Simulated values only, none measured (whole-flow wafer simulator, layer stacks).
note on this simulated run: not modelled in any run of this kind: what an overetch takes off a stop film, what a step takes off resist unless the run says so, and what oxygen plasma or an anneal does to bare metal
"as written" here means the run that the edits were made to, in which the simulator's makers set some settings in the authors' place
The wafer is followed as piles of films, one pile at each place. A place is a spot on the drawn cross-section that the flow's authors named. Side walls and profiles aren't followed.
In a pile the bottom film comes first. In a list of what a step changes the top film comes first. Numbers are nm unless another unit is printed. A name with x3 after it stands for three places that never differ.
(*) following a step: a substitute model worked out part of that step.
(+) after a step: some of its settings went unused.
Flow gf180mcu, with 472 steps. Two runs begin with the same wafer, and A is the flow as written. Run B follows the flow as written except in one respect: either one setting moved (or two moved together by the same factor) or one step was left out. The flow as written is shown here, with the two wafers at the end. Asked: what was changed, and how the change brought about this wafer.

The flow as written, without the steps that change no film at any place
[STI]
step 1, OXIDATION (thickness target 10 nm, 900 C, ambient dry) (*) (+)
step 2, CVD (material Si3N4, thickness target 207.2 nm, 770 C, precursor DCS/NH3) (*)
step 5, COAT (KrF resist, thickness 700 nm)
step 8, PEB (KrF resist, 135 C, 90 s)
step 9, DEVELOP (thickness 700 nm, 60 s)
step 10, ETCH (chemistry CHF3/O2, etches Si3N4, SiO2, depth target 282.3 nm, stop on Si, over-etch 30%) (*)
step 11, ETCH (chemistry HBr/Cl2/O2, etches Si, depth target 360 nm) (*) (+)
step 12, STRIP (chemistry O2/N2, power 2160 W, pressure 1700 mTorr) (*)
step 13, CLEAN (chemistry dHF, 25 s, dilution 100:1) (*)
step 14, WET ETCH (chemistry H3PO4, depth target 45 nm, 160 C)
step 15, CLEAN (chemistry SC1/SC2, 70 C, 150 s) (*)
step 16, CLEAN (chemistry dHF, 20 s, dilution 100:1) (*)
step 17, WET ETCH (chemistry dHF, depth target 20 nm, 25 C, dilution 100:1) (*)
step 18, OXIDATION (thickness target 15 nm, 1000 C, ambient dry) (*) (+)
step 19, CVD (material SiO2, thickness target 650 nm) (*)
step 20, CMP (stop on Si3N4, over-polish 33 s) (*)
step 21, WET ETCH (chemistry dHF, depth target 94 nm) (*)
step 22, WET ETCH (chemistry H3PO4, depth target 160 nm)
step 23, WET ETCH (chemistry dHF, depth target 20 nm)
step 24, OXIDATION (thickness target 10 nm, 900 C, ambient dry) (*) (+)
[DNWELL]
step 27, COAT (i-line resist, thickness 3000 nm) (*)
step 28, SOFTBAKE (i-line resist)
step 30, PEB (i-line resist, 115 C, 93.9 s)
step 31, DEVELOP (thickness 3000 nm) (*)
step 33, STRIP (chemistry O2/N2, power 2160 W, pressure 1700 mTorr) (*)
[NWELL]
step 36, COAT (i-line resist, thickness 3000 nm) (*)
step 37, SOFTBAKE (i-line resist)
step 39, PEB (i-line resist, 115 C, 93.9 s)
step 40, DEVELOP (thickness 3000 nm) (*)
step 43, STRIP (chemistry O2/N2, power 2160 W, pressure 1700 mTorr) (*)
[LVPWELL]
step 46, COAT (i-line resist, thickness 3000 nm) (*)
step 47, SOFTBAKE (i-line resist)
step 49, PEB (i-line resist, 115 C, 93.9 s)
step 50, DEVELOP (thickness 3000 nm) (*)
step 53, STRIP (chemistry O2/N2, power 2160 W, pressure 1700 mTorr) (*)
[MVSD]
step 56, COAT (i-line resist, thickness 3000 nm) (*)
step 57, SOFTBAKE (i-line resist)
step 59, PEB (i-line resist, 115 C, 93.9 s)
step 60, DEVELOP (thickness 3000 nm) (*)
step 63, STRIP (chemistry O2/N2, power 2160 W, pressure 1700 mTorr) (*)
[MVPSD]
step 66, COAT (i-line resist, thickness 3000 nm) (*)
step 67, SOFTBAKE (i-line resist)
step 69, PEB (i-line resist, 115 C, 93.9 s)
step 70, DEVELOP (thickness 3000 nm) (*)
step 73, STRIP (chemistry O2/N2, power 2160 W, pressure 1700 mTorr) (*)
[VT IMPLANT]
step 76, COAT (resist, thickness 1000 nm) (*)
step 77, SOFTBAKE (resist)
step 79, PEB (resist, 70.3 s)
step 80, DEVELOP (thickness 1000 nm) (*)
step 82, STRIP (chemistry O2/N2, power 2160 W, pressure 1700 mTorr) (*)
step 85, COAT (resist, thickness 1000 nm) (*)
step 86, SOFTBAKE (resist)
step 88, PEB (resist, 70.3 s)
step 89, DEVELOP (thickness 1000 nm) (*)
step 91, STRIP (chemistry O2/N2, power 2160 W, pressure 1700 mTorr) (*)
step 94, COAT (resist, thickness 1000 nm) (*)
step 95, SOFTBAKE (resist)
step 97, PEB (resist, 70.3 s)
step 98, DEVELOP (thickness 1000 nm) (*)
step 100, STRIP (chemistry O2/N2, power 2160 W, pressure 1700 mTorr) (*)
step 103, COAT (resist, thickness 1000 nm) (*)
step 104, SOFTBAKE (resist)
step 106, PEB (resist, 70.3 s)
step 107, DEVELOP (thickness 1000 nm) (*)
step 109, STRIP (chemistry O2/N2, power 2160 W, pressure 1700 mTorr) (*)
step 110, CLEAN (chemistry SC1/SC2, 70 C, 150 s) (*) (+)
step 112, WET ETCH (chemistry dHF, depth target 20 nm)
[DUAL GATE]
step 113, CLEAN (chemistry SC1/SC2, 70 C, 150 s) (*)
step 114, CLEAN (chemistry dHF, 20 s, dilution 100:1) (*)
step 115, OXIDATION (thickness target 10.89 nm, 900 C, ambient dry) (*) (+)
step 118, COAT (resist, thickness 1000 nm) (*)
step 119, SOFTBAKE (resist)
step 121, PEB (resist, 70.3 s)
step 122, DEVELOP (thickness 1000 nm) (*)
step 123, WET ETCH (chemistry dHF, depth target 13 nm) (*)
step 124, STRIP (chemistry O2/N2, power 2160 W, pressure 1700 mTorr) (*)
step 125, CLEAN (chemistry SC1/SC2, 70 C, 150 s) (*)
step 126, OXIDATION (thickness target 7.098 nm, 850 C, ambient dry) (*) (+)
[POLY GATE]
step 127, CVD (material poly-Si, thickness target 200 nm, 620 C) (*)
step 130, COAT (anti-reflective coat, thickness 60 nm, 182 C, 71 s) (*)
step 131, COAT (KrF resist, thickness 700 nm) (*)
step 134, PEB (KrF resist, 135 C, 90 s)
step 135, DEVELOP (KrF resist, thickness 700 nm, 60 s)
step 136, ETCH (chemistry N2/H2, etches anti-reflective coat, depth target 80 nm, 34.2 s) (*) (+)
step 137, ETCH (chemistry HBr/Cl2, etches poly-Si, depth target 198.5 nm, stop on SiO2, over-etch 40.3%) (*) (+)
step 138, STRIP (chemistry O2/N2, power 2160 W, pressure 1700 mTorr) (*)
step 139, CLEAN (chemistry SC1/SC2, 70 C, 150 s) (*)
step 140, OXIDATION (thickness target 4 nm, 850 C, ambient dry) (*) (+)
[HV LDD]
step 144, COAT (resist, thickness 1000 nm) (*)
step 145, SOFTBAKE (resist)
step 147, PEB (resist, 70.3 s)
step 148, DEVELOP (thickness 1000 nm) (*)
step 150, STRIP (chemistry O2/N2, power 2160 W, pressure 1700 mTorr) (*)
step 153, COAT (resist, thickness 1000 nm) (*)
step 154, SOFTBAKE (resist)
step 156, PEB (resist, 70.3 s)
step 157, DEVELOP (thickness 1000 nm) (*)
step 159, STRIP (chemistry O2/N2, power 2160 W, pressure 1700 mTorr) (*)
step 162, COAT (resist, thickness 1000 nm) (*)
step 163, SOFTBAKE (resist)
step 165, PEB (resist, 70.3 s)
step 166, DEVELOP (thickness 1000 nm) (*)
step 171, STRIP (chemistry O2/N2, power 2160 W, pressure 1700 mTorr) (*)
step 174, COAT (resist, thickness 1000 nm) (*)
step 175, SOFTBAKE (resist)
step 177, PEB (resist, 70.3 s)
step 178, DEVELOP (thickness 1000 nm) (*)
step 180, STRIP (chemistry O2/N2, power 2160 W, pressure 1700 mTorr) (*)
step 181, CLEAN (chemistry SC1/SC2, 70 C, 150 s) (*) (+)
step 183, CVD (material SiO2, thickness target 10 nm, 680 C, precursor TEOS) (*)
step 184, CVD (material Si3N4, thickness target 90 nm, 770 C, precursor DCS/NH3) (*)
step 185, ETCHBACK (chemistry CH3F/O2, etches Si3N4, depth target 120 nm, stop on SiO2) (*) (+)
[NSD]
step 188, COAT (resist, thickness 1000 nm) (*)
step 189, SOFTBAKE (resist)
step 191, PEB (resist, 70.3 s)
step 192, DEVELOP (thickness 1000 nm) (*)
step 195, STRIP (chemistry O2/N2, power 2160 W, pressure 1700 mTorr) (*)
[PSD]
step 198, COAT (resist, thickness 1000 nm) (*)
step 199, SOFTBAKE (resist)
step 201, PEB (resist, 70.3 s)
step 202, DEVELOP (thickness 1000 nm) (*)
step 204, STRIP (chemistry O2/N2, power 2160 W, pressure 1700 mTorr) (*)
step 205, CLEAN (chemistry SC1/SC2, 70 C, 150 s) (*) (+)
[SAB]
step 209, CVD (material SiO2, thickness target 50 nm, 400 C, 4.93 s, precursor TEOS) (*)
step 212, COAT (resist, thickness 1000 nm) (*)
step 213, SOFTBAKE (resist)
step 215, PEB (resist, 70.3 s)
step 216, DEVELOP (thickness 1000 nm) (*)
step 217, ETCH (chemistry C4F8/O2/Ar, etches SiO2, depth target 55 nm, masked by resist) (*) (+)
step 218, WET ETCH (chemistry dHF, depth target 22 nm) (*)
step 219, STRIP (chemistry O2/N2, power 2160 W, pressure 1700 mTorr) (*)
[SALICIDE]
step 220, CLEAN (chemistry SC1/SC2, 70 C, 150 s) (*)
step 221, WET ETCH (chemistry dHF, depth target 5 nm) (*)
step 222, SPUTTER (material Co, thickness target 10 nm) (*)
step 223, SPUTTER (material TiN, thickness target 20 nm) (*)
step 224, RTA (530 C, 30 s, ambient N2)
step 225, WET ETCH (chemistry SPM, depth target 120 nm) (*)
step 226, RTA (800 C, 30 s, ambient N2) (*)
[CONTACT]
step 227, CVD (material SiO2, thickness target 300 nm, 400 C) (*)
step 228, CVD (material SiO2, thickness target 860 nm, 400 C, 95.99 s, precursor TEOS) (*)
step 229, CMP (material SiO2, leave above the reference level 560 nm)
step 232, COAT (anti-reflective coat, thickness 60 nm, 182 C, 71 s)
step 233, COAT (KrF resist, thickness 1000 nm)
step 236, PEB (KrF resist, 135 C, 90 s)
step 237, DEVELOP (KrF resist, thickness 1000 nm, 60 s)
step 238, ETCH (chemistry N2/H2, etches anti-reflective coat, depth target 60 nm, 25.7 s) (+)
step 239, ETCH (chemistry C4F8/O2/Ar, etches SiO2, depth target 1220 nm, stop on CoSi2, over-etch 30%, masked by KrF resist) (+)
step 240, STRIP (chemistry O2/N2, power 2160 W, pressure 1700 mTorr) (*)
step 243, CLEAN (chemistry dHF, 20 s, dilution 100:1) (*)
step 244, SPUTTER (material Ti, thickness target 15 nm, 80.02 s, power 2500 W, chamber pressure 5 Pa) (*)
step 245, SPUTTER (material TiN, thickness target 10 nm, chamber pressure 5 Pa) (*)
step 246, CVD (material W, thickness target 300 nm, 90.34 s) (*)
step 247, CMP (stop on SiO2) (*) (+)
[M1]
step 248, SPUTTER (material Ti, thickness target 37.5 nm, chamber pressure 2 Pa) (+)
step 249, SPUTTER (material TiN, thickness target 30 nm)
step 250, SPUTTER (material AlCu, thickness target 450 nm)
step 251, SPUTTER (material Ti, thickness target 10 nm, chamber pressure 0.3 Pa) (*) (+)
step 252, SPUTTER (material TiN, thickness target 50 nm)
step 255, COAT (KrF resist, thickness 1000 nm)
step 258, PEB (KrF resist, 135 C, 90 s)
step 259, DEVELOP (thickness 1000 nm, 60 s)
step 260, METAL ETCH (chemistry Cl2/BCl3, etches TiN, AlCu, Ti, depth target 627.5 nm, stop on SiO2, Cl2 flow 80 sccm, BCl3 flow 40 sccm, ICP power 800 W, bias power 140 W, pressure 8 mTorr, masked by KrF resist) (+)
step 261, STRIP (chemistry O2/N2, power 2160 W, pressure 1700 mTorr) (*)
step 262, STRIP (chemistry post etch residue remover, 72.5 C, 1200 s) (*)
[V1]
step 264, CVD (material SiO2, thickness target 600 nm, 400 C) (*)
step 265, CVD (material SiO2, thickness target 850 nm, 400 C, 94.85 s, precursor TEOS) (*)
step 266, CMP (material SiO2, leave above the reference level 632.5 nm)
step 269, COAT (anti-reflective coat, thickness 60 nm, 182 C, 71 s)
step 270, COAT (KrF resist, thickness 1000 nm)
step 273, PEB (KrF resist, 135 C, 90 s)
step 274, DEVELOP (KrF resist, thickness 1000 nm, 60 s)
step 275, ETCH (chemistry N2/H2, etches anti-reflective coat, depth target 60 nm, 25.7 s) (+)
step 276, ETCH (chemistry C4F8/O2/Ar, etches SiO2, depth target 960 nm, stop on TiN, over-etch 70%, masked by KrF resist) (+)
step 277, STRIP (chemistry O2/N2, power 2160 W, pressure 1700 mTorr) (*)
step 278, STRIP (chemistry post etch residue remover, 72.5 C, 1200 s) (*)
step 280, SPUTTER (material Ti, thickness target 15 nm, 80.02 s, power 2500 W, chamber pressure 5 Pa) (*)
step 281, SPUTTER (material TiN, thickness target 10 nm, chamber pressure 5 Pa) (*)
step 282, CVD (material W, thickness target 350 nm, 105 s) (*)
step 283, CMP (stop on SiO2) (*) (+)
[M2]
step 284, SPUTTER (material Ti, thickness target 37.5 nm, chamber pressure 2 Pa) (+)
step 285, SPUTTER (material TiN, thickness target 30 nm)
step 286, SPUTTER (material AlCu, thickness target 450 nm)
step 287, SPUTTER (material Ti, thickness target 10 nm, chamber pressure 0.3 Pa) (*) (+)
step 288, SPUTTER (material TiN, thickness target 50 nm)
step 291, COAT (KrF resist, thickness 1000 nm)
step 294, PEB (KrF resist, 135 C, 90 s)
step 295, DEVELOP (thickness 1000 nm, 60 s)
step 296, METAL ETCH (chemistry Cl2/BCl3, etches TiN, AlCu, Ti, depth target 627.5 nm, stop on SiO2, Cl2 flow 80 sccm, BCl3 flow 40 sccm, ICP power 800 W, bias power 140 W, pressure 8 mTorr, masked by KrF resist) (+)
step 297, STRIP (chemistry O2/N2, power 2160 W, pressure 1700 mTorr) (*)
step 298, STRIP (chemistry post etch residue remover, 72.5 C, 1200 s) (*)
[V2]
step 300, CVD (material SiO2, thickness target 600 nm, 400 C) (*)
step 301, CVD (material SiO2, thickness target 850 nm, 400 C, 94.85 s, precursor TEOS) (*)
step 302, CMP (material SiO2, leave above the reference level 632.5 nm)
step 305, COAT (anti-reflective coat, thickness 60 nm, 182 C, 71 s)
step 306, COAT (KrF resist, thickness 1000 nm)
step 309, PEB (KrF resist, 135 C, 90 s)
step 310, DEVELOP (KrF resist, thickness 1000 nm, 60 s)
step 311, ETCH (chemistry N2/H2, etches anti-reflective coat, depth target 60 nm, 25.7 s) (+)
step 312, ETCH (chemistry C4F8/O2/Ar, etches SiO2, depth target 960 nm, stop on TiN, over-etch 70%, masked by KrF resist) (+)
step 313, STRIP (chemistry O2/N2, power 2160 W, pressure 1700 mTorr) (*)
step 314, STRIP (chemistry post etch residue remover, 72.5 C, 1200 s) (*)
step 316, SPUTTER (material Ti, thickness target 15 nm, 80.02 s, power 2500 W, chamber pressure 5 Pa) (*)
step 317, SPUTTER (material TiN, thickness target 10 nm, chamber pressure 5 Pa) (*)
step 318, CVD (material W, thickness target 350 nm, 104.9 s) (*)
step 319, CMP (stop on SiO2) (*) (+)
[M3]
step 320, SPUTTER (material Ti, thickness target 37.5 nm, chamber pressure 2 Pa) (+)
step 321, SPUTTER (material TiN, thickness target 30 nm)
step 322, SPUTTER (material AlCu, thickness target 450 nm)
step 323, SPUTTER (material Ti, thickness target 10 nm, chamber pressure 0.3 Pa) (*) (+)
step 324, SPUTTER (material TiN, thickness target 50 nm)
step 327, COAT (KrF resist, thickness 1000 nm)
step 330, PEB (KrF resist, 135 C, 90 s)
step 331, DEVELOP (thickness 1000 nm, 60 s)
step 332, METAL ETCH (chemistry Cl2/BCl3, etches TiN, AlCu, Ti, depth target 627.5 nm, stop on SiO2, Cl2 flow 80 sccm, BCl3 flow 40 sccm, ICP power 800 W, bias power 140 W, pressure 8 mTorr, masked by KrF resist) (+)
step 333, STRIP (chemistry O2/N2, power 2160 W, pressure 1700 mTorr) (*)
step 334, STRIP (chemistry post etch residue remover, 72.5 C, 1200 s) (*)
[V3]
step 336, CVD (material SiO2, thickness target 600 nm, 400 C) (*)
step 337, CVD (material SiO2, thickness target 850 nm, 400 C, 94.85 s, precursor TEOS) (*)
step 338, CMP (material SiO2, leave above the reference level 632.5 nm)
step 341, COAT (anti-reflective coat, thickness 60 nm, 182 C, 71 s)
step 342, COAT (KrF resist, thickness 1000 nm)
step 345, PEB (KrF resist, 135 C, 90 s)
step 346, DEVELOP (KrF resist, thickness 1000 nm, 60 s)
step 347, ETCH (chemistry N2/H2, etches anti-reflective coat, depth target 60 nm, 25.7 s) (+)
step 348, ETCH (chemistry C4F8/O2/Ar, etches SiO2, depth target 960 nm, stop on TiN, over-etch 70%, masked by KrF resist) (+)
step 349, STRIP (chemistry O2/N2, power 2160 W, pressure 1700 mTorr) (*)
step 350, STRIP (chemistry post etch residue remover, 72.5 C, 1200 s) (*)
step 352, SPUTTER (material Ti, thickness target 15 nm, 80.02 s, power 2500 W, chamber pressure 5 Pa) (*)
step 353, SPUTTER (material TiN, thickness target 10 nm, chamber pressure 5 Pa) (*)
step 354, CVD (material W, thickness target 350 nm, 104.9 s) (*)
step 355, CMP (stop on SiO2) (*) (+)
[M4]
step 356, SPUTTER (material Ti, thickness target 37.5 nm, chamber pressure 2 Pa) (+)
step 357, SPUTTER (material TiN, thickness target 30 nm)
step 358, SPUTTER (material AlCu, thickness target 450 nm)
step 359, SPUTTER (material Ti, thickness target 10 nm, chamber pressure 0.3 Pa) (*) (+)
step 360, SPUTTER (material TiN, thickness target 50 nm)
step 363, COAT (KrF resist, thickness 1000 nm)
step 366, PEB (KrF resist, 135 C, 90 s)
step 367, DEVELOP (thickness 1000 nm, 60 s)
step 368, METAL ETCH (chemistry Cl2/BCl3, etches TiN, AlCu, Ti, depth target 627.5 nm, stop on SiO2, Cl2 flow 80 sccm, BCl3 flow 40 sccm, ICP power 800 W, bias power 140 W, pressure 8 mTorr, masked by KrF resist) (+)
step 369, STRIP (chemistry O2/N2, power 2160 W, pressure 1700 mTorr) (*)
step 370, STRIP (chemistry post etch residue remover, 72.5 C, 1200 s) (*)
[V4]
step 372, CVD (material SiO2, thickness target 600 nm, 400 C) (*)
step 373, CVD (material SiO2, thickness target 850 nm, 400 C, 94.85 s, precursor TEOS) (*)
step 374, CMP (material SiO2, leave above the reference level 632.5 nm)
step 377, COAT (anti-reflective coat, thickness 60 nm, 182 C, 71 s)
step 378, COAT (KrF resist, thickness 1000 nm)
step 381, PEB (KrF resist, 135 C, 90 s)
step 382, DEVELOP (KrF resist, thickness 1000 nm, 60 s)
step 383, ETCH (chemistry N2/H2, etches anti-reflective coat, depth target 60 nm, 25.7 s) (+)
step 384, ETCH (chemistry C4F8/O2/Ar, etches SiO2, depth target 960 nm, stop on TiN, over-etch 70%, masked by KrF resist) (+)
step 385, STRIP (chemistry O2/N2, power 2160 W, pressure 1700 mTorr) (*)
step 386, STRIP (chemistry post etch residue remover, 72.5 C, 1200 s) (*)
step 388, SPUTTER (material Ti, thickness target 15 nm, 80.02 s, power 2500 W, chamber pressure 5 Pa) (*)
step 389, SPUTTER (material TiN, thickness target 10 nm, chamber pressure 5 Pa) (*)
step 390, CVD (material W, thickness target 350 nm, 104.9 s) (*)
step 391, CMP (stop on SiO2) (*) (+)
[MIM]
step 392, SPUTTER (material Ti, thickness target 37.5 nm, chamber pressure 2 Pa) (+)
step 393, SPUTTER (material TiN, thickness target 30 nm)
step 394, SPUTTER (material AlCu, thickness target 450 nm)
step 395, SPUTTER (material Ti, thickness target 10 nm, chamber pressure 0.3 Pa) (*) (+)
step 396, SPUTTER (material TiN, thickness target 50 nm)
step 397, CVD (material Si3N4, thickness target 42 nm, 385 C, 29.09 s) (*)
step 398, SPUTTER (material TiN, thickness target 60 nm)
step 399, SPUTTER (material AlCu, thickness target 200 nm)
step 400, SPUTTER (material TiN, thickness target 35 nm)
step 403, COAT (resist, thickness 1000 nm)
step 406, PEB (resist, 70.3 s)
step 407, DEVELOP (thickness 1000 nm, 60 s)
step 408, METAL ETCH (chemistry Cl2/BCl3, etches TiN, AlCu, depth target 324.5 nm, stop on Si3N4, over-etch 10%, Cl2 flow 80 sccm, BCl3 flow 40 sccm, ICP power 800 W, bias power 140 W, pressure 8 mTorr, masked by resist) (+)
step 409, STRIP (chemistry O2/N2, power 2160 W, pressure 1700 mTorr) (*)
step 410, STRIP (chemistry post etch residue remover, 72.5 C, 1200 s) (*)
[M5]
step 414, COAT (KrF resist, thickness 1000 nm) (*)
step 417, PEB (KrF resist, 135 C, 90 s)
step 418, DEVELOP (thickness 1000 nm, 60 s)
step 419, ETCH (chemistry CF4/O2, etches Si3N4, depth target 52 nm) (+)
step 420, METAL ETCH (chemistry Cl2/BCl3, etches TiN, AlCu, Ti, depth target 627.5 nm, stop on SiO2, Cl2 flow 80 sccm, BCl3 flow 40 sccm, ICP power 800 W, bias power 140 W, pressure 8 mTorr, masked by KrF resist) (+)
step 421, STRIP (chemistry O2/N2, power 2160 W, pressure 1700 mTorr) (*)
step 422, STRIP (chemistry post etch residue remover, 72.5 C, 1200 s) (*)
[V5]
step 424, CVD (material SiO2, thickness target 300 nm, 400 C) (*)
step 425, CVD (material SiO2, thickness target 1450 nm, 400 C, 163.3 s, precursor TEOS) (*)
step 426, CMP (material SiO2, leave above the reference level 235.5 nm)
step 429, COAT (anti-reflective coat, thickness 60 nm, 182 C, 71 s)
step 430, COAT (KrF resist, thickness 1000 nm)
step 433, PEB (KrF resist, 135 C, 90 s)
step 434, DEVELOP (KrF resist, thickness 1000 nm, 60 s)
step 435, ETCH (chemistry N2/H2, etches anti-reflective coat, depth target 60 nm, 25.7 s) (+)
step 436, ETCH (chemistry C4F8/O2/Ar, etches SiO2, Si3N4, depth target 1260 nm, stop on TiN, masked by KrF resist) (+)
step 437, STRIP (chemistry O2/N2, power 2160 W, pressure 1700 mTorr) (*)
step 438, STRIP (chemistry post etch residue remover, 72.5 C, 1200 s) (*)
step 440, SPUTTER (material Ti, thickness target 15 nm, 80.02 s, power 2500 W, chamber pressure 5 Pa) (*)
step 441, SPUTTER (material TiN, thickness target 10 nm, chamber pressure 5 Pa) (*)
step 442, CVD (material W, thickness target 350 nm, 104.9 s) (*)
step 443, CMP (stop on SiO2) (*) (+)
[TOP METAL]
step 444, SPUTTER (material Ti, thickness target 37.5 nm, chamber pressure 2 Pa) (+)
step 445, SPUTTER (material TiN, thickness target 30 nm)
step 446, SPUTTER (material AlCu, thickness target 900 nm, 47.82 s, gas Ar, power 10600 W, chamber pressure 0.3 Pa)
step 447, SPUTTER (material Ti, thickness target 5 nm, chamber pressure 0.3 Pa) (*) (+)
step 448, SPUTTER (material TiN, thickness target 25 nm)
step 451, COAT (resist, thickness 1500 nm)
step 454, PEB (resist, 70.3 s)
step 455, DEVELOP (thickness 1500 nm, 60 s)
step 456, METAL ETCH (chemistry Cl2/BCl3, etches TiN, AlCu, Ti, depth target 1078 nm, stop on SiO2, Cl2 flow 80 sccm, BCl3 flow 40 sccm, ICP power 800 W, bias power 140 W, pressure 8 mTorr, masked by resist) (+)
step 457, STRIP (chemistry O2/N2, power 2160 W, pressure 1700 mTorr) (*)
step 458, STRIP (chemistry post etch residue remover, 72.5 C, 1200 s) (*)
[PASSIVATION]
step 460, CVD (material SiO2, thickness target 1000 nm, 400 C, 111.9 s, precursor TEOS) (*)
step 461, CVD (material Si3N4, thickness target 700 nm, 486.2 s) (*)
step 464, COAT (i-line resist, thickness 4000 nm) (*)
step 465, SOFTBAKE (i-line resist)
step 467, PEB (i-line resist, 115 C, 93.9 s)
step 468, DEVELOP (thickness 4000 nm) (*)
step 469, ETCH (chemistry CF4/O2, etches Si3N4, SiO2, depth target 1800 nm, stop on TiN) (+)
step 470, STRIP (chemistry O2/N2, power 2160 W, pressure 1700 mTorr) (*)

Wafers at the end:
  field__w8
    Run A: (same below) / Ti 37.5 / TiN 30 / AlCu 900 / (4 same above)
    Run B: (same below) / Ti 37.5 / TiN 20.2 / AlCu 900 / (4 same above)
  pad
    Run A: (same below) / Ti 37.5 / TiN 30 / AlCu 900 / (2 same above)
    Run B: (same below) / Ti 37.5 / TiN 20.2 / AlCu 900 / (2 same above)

The reason: step 445, SPUTTER: thickness target 20.2 nm was run, though the flow has thickness target 30 nm.
One can read it off the wafer: field__w8 has TiN 20.2, and step 445 as written asks for 30 nm.

The path from the change to this, step by step:
  step 445, SPUTTER (material TiN, thickness target 30 nm)
      field, field__w1, field__w2 and 109 more: A +30 TiN (new film) | B +20.2 TiN (new film)
  step 456, METAL ETCH (chemistry Cl2/BCl3, etches TiN, AlCu, Ti, depth target 1078 nm, stop on SiO2, Cl2 flow 80 sccm, BCl3 flow 40 sccm, ICP power 800 W, bias power 140 W, pressure 8 mTorr, masked by resist) (+)
      field, field__w1, field__w2 and 103 more: A -25 TiN (all of it), -5 Ti (all of it), -900 AlCu (all of it), -30 TiN (all of it), -37.5 Ti (all of it) | B -25 TiN (all of it), -5 Ti (all of it), -900 AlCu (all of it), -20.2 TiN (all of it), -37.5 Ti (all of it)
